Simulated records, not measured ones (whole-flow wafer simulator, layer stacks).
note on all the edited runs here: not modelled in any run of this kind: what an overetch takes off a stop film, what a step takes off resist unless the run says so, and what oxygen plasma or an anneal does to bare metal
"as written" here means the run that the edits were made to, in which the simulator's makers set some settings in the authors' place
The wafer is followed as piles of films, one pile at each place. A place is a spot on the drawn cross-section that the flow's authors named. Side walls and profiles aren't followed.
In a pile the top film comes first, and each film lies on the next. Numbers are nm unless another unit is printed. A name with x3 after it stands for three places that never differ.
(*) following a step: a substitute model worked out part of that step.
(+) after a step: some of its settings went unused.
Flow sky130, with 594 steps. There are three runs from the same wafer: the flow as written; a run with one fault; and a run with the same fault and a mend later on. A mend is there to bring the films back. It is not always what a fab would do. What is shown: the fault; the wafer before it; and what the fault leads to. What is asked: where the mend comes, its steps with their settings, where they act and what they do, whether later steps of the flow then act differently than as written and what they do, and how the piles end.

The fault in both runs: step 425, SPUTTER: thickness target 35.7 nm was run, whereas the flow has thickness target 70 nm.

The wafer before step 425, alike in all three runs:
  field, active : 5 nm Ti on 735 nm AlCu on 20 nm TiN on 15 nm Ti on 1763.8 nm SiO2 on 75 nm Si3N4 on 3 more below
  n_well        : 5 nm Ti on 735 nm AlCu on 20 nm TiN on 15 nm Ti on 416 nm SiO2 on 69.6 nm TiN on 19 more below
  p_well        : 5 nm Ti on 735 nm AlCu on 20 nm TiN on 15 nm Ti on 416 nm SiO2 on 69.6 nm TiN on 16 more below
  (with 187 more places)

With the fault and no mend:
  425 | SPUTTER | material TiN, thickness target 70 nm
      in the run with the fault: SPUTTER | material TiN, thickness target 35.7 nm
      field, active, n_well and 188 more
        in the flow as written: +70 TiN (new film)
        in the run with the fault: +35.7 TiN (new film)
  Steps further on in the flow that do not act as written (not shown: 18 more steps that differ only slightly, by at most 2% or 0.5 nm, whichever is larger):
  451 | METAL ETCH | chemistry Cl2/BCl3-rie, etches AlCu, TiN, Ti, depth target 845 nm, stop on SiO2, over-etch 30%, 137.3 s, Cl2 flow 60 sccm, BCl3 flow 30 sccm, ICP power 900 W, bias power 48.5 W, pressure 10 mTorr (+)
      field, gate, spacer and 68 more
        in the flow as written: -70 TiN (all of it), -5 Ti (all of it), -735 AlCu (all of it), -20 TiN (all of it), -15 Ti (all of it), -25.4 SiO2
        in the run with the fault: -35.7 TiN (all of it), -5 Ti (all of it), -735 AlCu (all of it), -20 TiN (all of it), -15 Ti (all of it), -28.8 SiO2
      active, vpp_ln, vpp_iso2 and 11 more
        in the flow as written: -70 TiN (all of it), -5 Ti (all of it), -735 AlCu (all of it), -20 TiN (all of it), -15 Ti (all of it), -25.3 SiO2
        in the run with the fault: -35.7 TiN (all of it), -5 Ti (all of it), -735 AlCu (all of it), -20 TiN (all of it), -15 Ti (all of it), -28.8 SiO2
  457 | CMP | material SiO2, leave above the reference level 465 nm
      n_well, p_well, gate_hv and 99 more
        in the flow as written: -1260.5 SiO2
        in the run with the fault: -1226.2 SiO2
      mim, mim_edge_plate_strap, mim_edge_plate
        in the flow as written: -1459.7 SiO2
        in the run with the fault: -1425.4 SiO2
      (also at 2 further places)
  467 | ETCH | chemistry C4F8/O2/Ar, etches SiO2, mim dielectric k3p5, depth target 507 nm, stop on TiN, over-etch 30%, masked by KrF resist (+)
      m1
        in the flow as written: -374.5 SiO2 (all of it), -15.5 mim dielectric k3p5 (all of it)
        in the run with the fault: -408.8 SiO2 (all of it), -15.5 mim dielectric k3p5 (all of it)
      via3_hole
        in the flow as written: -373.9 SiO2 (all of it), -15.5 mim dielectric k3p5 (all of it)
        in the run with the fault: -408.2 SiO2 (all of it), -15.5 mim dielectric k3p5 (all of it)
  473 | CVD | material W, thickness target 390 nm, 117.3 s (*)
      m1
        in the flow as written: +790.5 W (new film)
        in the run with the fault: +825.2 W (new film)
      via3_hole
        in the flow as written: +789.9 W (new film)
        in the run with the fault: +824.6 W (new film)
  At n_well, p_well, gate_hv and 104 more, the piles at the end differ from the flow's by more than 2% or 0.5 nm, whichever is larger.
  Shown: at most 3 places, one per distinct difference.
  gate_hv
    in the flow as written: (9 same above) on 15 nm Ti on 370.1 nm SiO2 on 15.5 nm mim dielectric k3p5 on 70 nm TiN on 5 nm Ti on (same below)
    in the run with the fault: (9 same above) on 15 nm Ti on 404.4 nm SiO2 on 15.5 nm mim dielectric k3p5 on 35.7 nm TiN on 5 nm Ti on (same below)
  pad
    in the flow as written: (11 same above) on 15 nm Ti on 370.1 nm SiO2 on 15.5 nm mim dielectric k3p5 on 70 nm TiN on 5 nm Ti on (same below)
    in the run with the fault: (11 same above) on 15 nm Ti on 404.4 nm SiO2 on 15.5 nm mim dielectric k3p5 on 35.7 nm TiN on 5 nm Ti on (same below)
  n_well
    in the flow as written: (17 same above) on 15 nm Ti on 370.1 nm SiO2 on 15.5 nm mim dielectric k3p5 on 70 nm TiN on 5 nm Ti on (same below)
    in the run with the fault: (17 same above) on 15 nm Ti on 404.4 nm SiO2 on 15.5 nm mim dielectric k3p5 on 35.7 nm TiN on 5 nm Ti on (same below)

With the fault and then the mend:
  The mend stands after step 425.
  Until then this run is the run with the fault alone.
  425a | SPUTTER | material TiN, thickness target 34.3 nm (the flow's step 425, run once more with other settings)
      field, active, n_well and 188 more
        +34.3 TiN
  Every later step of the flow that is run acts as written at every place that is followed.
  At every place that both follow, the piles at the end match the flow's.
